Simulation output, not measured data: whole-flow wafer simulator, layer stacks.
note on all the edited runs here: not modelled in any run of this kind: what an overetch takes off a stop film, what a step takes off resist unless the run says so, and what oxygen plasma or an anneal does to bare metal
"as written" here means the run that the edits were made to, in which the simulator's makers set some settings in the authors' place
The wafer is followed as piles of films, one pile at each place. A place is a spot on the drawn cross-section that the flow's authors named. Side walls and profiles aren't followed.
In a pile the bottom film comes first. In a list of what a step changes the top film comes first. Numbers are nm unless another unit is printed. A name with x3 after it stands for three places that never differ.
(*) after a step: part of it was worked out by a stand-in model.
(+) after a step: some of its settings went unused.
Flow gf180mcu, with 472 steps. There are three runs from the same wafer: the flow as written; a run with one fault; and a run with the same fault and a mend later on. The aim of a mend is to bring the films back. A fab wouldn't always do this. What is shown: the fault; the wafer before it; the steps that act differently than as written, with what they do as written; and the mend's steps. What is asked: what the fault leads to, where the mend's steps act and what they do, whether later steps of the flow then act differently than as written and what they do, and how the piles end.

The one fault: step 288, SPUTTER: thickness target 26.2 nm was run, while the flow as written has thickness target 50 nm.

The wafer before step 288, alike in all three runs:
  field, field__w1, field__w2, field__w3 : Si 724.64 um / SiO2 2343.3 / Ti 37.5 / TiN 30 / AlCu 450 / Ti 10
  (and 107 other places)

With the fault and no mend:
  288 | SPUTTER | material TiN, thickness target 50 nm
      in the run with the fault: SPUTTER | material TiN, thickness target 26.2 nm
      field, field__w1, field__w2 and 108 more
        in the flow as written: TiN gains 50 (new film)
        in the run with the fault: TiN gains 26.2 (new film)
  Steps further on in the flow that do not act as written (2 other steps are not shown; they differ only slightly, by no more than 2% or 0.5 nm, whichever is larger):
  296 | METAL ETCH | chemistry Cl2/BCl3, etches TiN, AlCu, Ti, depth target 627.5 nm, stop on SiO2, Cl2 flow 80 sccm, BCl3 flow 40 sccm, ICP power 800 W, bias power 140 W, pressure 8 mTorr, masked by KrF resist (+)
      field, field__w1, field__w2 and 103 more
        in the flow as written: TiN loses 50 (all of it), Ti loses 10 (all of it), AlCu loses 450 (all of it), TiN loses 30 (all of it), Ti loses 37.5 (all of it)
        in the run with the fault: TiN loses 26.2 (all of it), Ti loses 10 (all of it), AlCu loses 450 (all of it), TiN loses 30 (all of it), Ti loses 37.5 (all of it)
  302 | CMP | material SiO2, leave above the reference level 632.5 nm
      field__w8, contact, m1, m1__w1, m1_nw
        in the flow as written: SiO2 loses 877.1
        in the run with the fault: SiO2 loses 853.3
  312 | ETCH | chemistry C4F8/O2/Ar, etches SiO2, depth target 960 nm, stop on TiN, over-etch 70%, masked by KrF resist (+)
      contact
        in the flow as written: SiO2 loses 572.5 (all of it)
        in the run with the fault: SiO2 loses 596.3 (all of it)
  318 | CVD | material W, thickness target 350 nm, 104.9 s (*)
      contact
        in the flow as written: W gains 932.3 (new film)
        in the run with the fault: W gains 956.3 (new film)
  At field__w8, contact, m1, m1__w1, m1_nw, the piles at the end differ from the flow's by more than 2% or 0.5 nm, whichever is larger.
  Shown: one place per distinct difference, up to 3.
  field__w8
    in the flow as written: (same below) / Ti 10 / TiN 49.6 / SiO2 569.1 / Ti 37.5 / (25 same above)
    in the run with the fault: (same below) / Ti 10 / TiN 25.8 / SiO2 592.9 / Ti 37.5 / (25 same above)
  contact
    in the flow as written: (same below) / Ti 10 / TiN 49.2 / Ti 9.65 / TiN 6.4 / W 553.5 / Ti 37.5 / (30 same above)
    in the run with the fault: (same below) / Ti 10 / TiN 25.4 / Ti 9.52 / TiN 6.31 / W 577.5 / Ti 37.5 / (30 same above)

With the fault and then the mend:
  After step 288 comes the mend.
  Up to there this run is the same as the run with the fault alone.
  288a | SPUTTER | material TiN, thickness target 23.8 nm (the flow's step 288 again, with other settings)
      field, field__w1, field__w2 and 108 more
        TiN gains 23.8
  Later steps of the flow that are run all act as written at every place that is followed.
  By the end, the piles equal the flow's at every place that both follow.
